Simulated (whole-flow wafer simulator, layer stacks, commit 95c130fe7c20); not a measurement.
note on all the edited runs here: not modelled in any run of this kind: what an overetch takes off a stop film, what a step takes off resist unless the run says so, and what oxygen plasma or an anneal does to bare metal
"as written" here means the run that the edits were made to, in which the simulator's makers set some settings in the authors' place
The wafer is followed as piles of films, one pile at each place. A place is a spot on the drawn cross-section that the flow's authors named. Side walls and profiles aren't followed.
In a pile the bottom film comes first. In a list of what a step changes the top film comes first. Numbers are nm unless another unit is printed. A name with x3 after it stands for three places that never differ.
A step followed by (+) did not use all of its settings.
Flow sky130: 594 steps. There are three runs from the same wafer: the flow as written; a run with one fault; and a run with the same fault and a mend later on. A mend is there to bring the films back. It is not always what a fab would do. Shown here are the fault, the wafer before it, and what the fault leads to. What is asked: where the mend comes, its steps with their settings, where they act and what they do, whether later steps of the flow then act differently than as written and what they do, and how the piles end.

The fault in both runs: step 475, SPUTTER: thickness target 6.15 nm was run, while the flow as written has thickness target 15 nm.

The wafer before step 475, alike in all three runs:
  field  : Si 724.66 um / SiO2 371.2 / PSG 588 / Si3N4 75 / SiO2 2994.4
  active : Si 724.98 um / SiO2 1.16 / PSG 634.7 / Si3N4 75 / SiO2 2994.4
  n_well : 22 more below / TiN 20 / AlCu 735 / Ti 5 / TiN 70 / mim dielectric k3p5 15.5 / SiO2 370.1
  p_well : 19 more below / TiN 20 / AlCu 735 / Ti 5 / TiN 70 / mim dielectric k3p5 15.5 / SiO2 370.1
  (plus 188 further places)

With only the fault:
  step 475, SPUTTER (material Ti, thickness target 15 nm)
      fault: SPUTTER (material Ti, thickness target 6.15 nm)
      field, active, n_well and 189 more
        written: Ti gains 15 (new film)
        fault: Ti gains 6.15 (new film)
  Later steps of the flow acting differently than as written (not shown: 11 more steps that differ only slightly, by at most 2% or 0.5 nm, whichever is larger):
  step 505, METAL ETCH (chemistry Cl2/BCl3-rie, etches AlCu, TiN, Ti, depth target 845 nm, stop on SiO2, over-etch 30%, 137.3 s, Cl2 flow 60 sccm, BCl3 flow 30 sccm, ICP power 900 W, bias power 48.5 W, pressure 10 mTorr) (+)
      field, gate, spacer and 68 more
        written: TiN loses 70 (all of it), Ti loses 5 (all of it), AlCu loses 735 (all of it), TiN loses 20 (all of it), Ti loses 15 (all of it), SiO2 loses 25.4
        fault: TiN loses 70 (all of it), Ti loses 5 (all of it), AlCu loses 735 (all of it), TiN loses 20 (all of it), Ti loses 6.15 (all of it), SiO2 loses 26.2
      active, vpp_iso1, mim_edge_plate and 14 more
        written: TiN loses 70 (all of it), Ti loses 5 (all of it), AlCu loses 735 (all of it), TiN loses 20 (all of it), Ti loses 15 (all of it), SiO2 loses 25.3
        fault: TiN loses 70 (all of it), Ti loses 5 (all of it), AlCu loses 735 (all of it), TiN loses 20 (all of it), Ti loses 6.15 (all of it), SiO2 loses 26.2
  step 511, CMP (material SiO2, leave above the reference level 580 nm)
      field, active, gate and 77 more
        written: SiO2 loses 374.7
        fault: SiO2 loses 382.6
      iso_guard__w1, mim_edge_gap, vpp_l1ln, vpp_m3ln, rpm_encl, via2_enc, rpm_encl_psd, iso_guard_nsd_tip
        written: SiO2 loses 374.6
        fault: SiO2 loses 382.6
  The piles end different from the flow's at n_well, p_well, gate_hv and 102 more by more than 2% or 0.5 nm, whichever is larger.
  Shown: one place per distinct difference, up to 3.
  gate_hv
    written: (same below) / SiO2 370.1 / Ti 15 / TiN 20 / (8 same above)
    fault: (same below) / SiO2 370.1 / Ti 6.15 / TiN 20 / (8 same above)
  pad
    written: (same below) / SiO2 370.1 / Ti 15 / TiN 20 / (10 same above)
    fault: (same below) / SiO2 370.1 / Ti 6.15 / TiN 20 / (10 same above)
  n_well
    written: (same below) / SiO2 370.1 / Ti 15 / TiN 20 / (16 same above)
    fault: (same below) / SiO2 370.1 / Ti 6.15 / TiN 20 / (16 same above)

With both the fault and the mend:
  After step 475 comes the mend.
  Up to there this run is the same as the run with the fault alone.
  step 475a, SPUTTER (material Ti, thickness target 8.85 nm) (the flow's step 475, run once more with other settings)
      field, active, n_well and 189 more
        Ti gains 8.85
  Later steps of the flow that are run all act as written at every place that is followed.
  At every place that both follow, the piles at the end match the flow's.
